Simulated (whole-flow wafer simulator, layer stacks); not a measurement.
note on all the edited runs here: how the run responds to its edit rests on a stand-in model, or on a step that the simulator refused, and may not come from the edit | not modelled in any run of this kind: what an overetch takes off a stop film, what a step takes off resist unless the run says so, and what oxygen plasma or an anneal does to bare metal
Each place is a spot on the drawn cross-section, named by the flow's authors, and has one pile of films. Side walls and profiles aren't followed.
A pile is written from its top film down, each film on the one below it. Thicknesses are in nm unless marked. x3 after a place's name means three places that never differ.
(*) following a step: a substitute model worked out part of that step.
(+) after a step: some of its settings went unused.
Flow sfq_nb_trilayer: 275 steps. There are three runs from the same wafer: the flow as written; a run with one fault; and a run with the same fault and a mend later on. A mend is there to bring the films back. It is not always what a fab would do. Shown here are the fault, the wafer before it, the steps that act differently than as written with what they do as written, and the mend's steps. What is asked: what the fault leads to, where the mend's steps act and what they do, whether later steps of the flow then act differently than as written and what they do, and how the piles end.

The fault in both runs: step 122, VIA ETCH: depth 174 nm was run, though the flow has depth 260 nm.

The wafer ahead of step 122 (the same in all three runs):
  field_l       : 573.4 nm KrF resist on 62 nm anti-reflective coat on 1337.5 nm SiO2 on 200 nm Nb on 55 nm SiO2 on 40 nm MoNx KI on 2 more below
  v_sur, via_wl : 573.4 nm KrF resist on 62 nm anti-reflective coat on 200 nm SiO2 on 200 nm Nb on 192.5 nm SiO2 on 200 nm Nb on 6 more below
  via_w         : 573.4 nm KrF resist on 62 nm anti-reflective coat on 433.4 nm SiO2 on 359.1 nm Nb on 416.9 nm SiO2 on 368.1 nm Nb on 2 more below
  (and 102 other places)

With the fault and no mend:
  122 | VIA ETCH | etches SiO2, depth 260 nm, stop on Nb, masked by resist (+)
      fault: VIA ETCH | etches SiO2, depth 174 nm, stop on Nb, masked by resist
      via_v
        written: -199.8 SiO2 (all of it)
        fault: -174 SiO2
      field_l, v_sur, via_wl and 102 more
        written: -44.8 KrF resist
        fault: -30 KrF resist
  Steps further on in the flow that do not act as written (3 other steps are not shown; they differ only slightly, by no more than 2% or 0.5 nm, whichever is larger):
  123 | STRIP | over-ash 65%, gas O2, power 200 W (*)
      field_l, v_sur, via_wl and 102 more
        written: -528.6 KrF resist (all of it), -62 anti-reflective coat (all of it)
        fault: -543.4 KrF resist (all of it), -62 anti-reflective coat (all of it)
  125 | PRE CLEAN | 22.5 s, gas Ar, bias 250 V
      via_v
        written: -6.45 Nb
        fault: -7.5 SiO2
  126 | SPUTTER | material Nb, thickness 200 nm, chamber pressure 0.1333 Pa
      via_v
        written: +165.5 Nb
        fault: +170.9 Nb (new film)
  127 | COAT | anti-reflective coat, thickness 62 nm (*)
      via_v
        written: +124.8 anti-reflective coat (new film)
        fault: +113.2 anti-reflective coat (new film)
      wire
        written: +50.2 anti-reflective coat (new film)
        fault: +49 anti-reflective coat (new film)
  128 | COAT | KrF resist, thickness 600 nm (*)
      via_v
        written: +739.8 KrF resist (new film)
        fault: +723.6 KrF resist (new film)
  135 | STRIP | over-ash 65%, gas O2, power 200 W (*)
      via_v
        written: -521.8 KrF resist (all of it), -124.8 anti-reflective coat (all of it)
        fault: -505.7 KrF resist (all of it), -113.2 anti-reflective coat (all of it)
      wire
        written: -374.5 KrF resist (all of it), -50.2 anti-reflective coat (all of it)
        fault: -377 KrF resist (all of it), -49 anti-reflective coat (all of it)
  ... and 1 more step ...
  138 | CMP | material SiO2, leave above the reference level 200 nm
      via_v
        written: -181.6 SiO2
        fault: -157.1 SiO2
  By the end, the piles at via_v depart from the flow's by more than 2% or 0.5 nm, whichever is larger.
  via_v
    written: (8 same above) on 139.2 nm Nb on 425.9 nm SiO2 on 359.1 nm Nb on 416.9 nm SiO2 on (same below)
    fault: (8 same above) on 139.2 nm Nb on 395.7 nm SiO2 on 170.9 nm Nb on 18.3 nm SiO2 on 200 nm Nb on 416.9 nm SiO2 on (same below)

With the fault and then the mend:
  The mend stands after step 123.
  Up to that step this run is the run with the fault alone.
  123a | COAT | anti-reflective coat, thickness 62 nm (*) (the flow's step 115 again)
      p4_fl x3, p4_w1 x9, p4_g1 x2 and 63 more
        +62 anti-reflective coat (new film)
      r_end, moat, field_r and 7 more
        +61.8 anti-reflective coat (new film)
      ce_l, c5j, ce_r, sp_r
        +61.6 anti-reflective coat (new film)
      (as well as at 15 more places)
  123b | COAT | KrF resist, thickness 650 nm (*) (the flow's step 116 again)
      p4_fl x3, p4_w1 x9, p4_g1 x2 and 63 more
        +650 KrF resist (new film)
      field_r, lsp_l, ln_m5, lsp_m, ln_m6, lsp_r, l0_sur, l0v
        +649.6 KrF resist (new film)
      r_sur, res
        +649.4 KrF resist (new film)
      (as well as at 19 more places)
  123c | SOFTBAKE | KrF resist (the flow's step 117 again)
      leaves every film unchanged at each place that is followed
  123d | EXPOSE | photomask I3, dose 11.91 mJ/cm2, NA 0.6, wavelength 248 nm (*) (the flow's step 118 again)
      leaves every film unchanged at each place that is followed
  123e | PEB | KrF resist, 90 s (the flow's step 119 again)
      ce_r, sp_r, be_r and 89 more
        -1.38 KrF resist
      field_l, v_sur, via_wl and 8 more
        -1.37 KrF resist
      via_wr, be
        -1.36 KrF resist
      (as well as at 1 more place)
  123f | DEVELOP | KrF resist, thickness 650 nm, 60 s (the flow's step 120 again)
      field_l, v_sur, via_wl and 102 more
        -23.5 KrF resist
      via_v
        -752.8 KrF resist (all of it)
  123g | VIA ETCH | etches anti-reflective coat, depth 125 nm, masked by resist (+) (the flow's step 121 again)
      field_l, v_sur, via_wl and 102 more
        -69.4 KrF resist
      via_v
        -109 anti-reflective coat (all of it)
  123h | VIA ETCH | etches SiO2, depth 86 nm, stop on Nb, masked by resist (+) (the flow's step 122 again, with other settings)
      field_l, v_sur, via_wl and 102 more
        -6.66 KrF resist
      via_v
        -25.8 SiO2 (all of it)
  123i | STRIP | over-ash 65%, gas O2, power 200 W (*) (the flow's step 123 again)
      p4_fl x3, p4_w1 x9, p4_g1 x2 and 63 more
        -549 KrF resist (all of it), -62 anti-reflective coat (all of it)
      lsp_l, ln_m5, lsp_m, ln_m6, lsp_r, l0_sur, l0v
        -548.6 KrF resist (all of it), -61.8 anti-reflective coat (all of it)
      r_end, moat, field_r
        -548.5 KrF resist (all of it), -61.8 anti-reflective coat (all of it)
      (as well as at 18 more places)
  Later steps of the flow that are run all act as written at every place that is followed.
  By the end, the piles equal the flow's at every place that both follow.
